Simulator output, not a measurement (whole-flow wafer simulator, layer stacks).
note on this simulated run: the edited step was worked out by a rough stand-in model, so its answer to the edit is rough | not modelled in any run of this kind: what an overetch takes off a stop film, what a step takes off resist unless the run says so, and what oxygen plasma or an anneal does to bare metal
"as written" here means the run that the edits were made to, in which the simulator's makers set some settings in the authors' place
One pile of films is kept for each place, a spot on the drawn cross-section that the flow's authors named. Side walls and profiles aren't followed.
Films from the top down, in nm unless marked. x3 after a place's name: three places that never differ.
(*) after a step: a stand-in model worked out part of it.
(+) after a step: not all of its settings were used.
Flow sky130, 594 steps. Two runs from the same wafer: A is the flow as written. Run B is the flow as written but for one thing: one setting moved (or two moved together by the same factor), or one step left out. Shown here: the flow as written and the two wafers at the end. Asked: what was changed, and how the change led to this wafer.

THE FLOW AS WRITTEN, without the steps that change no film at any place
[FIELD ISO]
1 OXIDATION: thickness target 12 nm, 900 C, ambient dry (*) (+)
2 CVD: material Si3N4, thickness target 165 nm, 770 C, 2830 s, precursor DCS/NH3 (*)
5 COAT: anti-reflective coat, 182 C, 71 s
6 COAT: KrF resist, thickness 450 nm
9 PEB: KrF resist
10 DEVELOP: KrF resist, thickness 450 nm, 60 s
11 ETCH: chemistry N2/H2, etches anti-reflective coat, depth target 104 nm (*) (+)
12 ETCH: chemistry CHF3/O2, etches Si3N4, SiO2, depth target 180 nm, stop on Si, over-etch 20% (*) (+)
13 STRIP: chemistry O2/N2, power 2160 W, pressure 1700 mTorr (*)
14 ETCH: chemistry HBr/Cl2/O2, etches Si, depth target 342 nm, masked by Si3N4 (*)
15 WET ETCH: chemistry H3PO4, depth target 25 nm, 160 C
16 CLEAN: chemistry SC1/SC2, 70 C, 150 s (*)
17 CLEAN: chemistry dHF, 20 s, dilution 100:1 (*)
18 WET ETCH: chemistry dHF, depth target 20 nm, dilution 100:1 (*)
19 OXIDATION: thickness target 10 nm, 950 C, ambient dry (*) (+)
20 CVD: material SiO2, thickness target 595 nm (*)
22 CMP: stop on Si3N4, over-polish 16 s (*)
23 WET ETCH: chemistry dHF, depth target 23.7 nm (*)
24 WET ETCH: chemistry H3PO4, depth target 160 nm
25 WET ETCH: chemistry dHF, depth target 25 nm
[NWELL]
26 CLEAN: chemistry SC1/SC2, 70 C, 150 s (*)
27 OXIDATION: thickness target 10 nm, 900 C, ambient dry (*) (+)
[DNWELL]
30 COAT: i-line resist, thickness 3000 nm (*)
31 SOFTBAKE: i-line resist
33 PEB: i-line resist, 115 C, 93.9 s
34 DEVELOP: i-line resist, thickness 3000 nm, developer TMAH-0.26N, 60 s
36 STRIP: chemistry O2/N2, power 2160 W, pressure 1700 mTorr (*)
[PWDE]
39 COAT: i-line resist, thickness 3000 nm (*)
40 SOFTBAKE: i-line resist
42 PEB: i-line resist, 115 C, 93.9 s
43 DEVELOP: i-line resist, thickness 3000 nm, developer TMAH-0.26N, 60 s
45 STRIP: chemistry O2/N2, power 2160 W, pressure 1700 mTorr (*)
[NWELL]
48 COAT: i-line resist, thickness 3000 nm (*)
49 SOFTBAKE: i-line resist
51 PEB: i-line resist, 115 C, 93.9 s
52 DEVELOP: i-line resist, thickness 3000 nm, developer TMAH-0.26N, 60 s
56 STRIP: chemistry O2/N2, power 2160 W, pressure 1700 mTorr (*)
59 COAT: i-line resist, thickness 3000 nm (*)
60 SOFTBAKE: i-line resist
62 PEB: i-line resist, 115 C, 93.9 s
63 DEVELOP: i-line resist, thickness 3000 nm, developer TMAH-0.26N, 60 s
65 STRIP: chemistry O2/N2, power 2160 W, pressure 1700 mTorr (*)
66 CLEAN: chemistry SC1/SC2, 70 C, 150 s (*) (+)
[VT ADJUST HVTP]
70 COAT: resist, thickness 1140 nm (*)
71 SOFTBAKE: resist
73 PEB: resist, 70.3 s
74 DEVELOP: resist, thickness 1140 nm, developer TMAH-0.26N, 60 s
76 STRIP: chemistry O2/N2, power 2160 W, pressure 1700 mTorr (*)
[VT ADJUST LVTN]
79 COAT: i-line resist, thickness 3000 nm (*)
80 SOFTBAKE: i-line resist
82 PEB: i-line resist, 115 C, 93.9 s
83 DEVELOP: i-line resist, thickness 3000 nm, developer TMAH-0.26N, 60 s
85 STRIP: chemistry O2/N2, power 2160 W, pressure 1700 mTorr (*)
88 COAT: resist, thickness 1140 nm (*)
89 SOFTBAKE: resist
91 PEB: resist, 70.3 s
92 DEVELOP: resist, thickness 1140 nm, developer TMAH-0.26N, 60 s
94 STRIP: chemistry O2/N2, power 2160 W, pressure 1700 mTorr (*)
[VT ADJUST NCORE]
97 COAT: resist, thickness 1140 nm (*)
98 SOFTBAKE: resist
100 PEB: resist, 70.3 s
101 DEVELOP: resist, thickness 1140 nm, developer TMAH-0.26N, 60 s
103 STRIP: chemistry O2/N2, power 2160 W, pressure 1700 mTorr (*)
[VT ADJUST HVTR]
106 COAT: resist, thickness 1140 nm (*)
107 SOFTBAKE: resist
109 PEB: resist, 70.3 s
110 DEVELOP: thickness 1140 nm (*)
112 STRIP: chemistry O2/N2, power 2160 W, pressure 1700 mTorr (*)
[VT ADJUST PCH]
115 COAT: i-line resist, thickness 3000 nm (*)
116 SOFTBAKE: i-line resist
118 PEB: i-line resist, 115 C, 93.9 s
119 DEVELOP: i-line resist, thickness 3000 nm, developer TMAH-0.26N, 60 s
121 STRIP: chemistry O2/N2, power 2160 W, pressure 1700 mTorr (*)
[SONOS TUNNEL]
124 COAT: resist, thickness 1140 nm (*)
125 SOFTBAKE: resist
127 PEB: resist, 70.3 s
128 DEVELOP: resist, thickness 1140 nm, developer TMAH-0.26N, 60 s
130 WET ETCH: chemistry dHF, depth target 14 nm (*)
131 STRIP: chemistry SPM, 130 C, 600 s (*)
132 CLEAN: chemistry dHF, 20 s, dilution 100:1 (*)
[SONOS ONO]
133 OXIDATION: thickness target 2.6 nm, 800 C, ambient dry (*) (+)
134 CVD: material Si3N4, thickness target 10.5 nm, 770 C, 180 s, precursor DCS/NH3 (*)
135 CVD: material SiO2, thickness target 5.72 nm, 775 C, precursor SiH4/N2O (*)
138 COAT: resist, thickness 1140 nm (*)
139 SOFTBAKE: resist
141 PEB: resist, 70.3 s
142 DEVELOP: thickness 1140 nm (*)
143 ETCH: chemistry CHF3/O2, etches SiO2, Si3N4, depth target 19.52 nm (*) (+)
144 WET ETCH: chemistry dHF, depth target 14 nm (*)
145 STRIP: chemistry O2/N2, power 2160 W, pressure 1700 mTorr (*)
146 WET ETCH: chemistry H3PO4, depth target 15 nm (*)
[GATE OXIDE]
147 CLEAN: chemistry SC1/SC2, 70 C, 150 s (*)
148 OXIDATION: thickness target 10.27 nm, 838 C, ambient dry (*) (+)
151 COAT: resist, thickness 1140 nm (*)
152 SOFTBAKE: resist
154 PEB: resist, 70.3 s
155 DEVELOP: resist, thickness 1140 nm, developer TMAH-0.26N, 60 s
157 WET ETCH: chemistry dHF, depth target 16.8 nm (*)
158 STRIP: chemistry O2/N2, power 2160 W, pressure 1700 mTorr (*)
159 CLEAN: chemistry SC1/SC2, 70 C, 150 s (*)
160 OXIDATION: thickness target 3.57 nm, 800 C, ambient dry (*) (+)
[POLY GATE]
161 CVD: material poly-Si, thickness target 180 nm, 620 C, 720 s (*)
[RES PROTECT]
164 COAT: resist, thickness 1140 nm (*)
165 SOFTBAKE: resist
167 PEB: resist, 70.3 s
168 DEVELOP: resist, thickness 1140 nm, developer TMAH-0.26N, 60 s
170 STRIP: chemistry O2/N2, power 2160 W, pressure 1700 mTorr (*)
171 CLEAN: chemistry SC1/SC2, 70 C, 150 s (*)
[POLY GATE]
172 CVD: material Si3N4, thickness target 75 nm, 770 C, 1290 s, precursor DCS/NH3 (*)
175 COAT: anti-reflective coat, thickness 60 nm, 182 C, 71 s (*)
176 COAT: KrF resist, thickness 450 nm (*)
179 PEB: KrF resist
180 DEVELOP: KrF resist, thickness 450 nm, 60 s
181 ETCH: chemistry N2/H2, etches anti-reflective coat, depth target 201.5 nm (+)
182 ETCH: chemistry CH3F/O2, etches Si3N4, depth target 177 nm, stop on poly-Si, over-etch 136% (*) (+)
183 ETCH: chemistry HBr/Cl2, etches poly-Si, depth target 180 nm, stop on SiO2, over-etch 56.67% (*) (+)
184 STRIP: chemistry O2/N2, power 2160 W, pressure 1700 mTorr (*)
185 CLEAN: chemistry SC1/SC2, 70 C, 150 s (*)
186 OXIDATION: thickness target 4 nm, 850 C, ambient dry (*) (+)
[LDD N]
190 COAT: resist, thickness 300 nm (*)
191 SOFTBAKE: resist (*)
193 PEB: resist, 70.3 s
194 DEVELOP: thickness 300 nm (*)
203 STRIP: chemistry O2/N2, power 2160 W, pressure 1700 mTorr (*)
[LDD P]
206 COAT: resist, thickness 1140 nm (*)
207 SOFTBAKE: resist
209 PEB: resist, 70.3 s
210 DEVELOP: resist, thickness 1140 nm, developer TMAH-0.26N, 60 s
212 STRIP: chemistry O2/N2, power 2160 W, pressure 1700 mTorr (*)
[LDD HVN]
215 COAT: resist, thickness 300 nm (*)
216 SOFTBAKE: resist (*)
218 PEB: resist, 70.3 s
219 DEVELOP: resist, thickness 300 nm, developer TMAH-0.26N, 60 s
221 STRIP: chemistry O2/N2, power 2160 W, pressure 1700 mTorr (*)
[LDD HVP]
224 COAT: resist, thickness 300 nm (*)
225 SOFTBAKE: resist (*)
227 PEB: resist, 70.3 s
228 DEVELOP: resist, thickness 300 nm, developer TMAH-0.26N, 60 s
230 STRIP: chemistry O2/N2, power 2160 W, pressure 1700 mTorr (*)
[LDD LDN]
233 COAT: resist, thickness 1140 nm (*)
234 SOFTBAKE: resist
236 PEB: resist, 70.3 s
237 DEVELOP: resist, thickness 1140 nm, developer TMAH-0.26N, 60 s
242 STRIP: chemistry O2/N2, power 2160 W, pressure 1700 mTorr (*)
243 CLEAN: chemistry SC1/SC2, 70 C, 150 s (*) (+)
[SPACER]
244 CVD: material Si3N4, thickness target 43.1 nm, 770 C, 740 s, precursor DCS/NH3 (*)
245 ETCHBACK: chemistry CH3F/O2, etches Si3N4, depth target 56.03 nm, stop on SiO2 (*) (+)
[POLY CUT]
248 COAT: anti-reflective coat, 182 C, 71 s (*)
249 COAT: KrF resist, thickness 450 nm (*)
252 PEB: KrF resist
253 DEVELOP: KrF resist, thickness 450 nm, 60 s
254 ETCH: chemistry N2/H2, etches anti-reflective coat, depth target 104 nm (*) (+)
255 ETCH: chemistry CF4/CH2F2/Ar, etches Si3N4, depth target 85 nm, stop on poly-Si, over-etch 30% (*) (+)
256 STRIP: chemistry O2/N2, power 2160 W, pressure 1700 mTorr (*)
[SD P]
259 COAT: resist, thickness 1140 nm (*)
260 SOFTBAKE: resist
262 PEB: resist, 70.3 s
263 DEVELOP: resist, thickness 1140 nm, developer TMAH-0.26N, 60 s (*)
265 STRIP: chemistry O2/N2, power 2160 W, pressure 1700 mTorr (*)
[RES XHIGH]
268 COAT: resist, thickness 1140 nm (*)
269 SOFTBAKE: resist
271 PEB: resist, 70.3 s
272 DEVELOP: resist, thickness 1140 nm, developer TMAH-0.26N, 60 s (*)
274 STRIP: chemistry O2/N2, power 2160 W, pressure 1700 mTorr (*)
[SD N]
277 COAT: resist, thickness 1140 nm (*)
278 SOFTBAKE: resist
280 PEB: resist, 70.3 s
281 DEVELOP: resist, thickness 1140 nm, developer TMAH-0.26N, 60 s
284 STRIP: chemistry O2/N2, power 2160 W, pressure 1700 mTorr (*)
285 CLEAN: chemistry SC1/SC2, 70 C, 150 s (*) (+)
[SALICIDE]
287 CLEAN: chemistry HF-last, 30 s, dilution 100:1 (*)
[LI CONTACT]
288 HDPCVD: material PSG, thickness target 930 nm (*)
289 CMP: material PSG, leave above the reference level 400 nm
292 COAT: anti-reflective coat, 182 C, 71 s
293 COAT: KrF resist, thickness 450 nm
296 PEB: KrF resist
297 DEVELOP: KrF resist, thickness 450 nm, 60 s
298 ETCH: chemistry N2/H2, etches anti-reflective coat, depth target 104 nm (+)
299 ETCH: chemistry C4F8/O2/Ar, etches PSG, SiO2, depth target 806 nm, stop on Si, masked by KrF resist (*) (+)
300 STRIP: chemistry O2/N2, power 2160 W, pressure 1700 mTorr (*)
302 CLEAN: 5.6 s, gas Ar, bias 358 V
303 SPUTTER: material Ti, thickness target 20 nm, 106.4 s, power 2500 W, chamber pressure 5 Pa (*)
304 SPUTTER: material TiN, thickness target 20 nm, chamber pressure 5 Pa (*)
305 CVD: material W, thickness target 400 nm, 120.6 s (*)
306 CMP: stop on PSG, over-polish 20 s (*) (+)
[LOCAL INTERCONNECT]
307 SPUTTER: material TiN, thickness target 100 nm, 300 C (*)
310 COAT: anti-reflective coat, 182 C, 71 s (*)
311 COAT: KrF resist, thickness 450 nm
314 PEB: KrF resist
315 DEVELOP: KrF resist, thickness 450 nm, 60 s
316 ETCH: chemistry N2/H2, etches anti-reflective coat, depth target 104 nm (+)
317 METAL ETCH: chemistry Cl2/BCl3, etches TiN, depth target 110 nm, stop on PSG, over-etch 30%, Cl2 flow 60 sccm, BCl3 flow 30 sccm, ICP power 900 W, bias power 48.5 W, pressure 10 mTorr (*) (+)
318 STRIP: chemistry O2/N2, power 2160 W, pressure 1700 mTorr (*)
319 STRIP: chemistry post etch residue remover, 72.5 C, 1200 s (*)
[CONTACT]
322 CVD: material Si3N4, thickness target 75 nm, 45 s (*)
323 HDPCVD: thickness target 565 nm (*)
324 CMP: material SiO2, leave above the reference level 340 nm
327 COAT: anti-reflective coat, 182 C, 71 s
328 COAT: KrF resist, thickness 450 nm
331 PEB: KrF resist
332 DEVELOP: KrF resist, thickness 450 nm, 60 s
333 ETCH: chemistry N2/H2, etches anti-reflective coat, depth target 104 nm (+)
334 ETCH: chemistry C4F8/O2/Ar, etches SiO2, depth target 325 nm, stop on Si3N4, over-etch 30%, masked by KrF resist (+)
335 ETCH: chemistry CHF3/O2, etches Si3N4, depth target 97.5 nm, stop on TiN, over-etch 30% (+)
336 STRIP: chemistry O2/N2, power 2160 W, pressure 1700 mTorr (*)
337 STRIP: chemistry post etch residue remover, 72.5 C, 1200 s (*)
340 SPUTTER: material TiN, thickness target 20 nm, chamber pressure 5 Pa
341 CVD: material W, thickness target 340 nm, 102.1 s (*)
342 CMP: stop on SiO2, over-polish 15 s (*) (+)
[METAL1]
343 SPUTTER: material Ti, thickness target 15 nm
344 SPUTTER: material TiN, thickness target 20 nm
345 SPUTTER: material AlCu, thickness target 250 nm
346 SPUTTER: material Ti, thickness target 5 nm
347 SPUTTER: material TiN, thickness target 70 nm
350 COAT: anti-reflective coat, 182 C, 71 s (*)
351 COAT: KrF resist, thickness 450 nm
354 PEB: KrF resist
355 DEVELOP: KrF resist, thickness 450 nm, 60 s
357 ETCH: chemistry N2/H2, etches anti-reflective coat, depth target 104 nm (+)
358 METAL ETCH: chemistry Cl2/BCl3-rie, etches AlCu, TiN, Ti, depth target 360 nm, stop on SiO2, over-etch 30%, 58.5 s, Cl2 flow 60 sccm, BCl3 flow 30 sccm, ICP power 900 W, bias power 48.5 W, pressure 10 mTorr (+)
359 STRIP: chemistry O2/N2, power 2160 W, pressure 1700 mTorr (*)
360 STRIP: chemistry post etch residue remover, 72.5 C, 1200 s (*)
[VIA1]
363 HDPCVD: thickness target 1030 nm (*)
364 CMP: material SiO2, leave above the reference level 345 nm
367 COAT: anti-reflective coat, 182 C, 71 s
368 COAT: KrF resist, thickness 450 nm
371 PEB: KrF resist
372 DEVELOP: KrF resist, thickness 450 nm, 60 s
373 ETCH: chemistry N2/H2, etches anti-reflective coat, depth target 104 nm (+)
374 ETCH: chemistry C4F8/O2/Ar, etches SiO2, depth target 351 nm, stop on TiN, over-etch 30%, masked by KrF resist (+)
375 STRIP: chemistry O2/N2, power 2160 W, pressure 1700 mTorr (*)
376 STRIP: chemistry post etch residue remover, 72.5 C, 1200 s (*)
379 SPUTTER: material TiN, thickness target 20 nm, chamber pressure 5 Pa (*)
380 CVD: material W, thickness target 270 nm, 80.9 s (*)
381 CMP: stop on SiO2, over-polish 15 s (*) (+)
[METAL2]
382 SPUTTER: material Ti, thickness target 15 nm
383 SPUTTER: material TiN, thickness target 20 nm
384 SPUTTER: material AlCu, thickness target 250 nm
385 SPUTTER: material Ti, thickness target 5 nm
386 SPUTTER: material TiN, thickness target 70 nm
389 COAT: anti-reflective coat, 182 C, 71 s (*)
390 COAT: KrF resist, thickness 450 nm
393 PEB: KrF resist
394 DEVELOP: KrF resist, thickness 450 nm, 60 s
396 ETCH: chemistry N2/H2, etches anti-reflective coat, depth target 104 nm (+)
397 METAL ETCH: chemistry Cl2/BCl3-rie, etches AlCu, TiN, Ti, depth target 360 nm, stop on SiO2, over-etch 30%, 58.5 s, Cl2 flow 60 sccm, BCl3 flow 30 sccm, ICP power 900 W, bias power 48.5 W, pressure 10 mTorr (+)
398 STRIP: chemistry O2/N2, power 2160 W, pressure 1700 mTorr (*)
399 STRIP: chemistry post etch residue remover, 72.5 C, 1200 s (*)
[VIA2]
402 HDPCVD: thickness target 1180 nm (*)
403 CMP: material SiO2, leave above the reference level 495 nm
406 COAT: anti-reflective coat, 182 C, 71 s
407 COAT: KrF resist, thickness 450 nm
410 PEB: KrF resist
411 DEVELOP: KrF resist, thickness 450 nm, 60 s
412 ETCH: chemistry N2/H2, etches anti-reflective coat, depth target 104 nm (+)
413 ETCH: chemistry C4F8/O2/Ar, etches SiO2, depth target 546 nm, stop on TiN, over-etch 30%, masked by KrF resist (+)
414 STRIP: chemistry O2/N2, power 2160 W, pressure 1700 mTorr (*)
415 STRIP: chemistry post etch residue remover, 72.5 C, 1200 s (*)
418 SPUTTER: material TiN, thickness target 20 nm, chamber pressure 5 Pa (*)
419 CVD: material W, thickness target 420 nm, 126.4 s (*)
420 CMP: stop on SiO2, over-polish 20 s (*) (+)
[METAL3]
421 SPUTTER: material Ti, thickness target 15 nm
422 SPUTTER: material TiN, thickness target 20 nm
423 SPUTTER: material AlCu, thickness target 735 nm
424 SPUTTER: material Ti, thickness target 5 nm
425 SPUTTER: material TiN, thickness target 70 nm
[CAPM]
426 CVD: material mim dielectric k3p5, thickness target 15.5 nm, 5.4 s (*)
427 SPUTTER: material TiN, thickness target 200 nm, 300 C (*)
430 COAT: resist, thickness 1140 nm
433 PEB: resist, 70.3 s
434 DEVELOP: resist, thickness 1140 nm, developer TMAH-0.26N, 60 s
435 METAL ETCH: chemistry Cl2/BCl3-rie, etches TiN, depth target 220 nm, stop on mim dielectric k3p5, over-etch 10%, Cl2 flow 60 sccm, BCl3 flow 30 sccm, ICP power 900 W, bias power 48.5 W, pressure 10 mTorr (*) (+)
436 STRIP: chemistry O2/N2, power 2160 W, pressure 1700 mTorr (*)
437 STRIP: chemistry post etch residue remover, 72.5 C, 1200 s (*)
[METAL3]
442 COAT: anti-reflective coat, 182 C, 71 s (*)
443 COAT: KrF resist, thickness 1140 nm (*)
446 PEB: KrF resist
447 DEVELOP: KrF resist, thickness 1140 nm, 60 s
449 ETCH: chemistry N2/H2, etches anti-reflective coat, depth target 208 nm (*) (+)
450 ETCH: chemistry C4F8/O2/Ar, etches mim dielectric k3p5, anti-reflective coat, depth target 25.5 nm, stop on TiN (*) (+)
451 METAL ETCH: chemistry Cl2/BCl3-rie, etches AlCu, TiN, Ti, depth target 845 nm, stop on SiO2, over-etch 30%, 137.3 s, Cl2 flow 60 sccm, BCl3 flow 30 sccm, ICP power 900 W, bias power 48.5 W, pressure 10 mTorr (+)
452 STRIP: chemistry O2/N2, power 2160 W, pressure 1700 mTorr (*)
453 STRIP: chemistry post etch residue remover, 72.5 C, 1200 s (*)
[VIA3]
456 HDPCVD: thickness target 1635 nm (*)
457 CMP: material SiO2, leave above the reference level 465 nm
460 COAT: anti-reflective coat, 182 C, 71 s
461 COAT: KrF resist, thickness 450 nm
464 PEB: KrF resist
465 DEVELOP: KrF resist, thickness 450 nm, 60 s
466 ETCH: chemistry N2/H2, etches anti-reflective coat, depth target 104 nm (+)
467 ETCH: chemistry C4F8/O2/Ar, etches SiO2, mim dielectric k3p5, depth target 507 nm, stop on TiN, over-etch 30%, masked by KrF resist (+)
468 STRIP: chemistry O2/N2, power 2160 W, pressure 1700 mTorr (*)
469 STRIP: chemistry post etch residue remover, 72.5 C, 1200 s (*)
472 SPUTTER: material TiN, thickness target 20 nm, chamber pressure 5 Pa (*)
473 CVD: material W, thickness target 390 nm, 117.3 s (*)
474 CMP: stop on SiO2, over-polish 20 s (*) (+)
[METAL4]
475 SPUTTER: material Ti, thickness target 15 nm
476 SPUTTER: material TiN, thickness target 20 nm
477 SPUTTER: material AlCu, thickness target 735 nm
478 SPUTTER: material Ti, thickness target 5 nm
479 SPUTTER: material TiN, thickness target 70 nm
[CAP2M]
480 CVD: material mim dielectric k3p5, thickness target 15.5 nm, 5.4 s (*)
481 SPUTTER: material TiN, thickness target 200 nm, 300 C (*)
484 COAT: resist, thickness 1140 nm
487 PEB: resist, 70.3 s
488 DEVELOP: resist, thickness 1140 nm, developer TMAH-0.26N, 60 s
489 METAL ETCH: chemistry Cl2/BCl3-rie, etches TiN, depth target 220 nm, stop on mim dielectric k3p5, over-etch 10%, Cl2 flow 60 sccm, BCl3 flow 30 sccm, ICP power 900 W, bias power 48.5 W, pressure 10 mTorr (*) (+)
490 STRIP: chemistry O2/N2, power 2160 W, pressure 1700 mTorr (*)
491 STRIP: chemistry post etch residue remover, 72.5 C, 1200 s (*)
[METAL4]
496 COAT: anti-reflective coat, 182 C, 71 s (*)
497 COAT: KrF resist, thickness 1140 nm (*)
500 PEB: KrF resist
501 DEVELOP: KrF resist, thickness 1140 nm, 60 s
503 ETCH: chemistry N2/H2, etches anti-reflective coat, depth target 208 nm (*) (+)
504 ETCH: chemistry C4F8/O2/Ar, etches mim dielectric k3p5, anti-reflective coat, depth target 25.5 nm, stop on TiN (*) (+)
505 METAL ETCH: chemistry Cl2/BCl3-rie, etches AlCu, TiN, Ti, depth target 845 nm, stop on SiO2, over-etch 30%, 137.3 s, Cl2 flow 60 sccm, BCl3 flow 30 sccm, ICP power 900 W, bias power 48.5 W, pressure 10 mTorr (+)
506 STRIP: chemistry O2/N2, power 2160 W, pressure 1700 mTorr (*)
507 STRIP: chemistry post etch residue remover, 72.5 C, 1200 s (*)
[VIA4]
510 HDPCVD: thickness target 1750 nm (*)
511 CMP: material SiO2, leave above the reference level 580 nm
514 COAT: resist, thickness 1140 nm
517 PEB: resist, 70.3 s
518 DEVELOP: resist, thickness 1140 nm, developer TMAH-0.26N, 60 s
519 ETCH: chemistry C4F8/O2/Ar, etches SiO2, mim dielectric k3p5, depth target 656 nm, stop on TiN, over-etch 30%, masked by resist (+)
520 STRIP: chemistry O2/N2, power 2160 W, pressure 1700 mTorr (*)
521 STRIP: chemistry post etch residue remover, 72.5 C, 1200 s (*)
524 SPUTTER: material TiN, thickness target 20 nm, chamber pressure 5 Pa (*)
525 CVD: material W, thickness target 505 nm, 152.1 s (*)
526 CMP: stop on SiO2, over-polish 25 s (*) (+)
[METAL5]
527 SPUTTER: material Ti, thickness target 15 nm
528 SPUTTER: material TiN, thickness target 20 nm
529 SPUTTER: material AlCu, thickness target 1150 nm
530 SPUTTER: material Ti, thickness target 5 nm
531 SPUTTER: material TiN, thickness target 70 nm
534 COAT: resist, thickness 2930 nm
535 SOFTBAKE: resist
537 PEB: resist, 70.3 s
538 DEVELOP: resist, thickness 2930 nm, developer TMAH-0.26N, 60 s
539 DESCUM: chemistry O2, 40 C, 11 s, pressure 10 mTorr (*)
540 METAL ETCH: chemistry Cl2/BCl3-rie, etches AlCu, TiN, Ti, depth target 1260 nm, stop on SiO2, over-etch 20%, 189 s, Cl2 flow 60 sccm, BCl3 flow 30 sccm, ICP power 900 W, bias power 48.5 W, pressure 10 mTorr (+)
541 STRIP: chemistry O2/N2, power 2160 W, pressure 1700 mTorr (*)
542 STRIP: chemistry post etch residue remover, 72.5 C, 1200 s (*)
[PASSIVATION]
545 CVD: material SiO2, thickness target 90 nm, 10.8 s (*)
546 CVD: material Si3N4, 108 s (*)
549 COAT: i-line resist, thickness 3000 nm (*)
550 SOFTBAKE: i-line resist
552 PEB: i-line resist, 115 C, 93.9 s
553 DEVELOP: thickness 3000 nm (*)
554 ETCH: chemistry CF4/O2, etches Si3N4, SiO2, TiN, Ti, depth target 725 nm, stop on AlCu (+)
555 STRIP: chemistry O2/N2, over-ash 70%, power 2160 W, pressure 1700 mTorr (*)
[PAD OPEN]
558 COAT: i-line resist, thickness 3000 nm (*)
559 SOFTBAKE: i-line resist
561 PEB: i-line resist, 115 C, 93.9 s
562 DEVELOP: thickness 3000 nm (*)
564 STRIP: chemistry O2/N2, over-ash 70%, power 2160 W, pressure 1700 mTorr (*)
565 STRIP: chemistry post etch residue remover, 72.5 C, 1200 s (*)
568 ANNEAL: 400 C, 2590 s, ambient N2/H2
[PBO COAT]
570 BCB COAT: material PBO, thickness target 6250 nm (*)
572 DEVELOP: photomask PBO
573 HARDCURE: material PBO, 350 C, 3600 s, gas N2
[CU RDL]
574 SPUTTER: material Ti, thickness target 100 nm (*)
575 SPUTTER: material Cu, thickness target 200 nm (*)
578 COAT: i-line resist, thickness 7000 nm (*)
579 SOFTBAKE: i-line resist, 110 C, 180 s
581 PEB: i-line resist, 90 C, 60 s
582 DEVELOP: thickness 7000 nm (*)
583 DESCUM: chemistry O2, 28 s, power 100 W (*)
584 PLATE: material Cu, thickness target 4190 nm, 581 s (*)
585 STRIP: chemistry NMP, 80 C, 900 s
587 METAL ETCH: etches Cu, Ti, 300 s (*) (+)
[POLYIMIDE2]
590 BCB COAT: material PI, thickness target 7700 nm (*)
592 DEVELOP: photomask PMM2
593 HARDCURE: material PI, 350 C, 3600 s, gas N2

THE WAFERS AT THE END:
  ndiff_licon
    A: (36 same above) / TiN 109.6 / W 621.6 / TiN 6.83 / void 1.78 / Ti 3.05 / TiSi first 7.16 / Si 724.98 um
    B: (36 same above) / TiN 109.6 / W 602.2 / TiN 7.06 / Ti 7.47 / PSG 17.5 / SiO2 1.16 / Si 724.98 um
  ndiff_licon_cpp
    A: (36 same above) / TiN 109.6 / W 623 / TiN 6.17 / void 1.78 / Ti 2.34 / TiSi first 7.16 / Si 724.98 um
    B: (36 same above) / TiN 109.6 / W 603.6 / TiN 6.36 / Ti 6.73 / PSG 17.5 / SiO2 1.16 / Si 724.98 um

The cause: step 299, ETCH: depth target 621 nm was run, where the flow has depth target 806 nm.

How the change led to this, step by step:
  299 ETCH: chemistry C4F8/O2/Ar, etches PSG, SiO2, depth target 806 nm, stop on Si, masked by KrF resist (*) (+)
      contact, ndiff_licon, ndiff_licon_cpp: A PSG -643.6 (all of it), SiO2 -1.16 (all of it) | B PSG -621
      field, active, n_well and 184 more: A KrF resist -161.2 | B KrF resist -124.2
  300 STRIP: chemistry O2/N2, power 2160 W, pressure 1700 mTorr (*)
      contact, ndiff_licon, ndiff_licon_cpp: A chemical SiO2 +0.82 (new film), Si -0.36 | B nothing
      field, active, n_well and 184 more: A KrF resist -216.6 (all of it), anti-reflective coat -80 (all of it) | B KrF resist -253.6 (all of it), anti-reflective coat -80 (all of it)
  302 CLEAN: 5.6 s, gas Ar, bias 358 V
      contact, ndiff_licon, ndiff_licon_cpp: A chemical SiO2 -0.82 (all of it) | B PSG -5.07
  568 ANNEAL: 400 C, 2590 s, ambient N2/H2
      ndiff_licon, ndiff_licon_cpp: A under 37 films: void +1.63 (new film), Ti -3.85, TiSi first +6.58 (new film), Si -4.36 | B nothing
Counting metal films that touch as one body, ndiff_licon has 5 bodies (between them, from the top down: SiO2 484 / mim dielectric k3p5 15.5; SiO2 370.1 / mim dielectric k3p5 15.5; SiO2 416; SiO2 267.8); the flow as written gives 6 bodies (between them, from the top down: SiO2 484 / mim dielectric k3p5 15.5; SiO2 370.1 / mim dielectric k3p5 15.5; SiO2 416; SiO2 267.8; void 1.78).
Counting metal films that touch as one body, ndiff_licon_cpp has 5 bodies (between them, from the top down: SiO2 484 / mim dielectric k3p5 15.5; SiO2 370.1 / mim dielectric k3p5 15.5; SiO2 416; SiO2 267.8); the flow as written gives 6 bodies (between them, from the top down: SiO2 484 / mim dielectric k3p5 15.5; SiO2 370.1 / mim dielectric k3p5 15.5; SiO2 416; SiO2 267.8; void 1.78).
